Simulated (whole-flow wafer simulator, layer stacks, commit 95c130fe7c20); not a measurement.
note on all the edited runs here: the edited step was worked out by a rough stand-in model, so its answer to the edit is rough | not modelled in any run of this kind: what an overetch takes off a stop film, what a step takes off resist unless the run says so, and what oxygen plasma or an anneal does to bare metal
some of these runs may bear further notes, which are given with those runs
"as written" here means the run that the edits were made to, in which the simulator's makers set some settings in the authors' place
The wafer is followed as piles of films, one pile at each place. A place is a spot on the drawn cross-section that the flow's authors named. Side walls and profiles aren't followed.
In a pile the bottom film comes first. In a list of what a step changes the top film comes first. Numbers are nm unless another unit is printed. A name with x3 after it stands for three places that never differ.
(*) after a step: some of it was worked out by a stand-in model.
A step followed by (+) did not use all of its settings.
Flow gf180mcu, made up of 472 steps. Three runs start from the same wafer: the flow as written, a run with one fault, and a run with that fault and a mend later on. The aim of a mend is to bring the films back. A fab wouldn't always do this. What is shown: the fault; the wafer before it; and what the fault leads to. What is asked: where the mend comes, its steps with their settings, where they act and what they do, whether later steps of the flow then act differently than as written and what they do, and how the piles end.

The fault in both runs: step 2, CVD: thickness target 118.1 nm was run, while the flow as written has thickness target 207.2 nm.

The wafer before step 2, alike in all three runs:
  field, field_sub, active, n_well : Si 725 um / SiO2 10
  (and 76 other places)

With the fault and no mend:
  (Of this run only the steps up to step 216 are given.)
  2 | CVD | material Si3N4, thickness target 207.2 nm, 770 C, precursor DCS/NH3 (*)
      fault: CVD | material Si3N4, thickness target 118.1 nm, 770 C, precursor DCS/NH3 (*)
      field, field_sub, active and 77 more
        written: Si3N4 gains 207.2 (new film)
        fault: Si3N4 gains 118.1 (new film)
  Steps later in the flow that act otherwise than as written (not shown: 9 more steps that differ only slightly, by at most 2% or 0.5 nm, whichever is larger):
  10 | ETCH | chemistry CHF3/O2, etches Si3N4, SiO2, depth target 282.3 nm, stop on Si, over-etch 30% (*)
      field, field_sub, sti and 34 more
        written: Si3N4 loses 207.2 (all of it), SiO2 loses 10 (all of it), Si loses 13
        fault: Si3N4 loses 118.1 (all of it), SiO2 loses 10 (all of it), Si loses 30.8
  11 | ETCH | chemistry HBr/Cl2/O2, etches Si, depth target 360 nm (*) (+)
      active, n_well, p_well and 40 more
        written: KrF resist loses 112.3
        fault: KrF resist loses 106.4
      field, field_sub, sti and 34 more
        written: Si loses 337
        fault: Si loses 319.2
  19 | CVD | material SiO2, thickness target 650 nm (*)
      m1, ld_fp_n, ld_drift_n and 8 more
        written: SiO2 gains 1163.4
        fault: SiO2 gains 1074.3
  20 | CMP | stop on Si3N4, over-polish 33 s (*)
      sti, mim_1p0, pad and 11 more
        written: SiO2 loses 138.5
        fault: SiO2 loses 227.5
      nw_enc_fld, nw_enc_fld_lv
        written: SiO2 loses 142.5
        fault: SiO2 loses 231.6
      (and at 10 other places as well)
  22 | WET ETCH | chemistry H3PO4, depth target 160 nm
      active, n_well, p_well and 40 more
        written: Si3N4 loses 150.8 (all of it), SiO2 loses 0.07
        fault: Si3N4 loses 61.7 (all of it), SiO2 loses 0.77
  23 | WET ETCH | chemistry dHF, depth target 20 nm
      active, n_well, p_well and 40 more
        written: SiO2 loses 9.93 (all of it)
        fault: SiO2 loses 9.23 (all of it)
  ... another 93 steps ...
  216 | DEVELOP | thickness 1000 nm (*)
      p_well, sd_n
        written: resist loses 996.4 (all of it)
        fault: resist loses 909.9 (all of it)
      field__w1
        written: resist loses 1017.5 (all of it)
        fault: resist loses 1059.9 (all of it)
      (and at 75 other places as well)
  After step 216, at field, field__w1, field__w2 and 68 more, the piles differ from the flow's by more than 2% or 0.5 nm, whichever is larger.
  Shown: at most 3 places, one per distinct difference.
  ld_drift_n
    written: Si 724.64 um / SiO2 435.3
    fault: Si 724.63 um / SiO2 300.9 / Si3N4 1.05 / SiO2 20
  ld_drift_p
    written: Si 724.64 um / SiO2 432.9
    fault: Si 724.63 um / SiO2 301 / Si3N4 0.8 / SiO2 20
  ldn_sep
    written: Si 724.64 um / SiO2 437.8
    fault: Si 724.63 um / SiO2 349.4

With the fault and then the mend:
  The mend follows step 2.
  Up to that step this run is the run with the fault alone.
  2a | CVD | material Si3N4, thickness target 89.08 nm, 770 C, precursor DCS/NH3 (*) (the flow's step 2 again, with other settings)
      field, field_sub, active and 77 more
        Si3N4 gains 89.1
  None of the later steps of the flow acts differently than as written at any place that is followed.
  By the end, the piles equal the flow's at every place that both follow.
